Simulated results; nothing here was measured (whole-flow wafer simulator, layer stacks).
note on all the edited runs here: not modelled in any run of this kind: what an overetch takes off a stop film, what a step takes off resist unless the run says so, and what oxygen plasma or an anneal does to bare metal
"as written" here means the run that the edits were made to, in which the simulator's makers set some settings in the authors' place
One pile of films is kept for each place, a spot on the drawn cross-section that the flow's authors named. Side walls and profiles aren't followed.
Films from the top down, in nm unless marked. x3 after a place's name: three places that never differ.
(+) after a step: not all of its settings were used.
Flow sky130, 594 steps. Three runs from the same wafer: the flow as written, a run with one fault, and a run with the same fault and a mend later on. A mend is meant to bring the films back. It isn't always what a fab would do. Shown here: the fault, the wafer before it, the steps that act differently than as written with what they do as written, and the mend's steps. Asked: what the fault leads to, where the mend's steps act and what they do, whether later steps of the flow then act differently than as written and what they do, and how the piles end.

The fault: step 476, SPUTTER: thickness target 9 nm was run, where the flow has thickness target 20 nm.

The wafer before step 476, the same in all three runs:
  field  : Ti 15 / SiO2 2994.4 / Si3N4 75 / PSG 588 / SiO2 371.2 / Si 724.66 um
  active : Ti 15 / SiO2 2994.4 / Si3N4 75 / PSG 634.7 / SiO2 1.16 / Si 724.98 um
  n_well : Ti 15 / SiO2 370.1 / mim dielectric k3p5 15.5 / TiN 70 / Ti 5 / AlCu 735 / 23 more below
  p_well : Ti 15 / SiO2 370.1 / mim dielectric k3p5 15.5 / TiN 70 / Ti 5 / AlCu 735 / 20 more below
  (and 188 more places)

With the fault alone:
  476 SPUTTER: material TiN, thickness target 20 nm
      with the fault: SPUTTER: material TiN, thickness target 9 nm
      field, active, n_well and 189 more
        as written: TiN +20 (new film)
        with the fault: TiN +9 (new film)
  Later steps of the flow that act differently than as written (15 more steps differ only slightly, by at most 2% or 0.5 nm, whichever is larger, and aren't shown):
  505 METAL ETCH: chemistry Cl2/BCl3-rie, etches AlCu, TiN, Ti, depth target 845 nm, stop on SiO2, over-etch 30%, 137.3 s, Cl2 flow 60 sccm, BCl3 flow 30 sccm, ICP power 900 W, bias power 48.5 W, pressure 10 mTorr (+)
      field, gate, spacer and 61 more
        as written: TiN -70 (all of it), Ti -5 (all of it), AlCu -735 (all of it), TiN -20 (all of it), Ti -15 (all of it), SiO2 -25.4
        with the fault: TiN -70 (all of it), Ti -5 (all of it), AlCu -735 (all of it), TiN -9 (all of it), Ti -15 (all of it), SiO2 -26.4
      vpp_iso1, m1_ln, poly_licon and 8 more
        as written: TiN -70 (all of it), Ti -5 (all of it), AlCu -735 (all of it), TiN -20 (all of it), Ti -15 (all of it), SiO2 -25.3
        with the fault: TiN -70 (all of it), Ti -5 (all of it), AlCu -735 (all of it), TiN -9 (all of it), Ti -15 (all of it), SiO2 -26.4
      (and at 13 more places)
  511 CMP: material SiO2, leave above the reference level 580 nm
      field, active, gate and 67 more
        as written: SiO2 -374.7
        with the fault: SiO2 -384.6
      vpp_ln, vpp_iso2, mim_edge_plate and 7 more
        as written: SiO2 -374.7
        with the fault: SiO2 -384.5
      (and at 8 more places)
  At the end the piles differ from the flow's by more than 2% or 0.5 nm, whichever is larger, at n_well, p_well, gate_hv and 102 more.
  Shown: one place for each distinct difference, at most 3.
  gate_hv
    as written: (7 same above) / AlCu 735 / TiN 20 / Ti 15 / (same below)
    with the fault: (7 same above) / AlCu 735 / TiN 9 / Ti 15 / (same below)
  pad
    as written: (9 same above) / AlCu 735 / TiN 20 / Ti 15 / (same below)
    with the fault: (9 same above) / AlCu 735 / TiN 9 / Ti 15 / (same below)
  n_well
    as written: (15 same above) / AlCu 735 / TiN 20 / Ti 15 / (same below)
    with the fault: (15 same above) / AlCu 735 / TiN 9 / Ti 15 / (same below)

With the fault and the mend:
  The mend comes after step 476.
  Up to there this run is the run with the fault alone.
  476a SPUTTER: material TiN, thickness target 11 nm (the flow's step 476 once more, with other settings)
      field, active, n_well and 189 more
        TiN +11
  No later step of the flow acts differently than as written at any place that is followed.
  At the end the piles are the same as the flow's at every place that both follow.
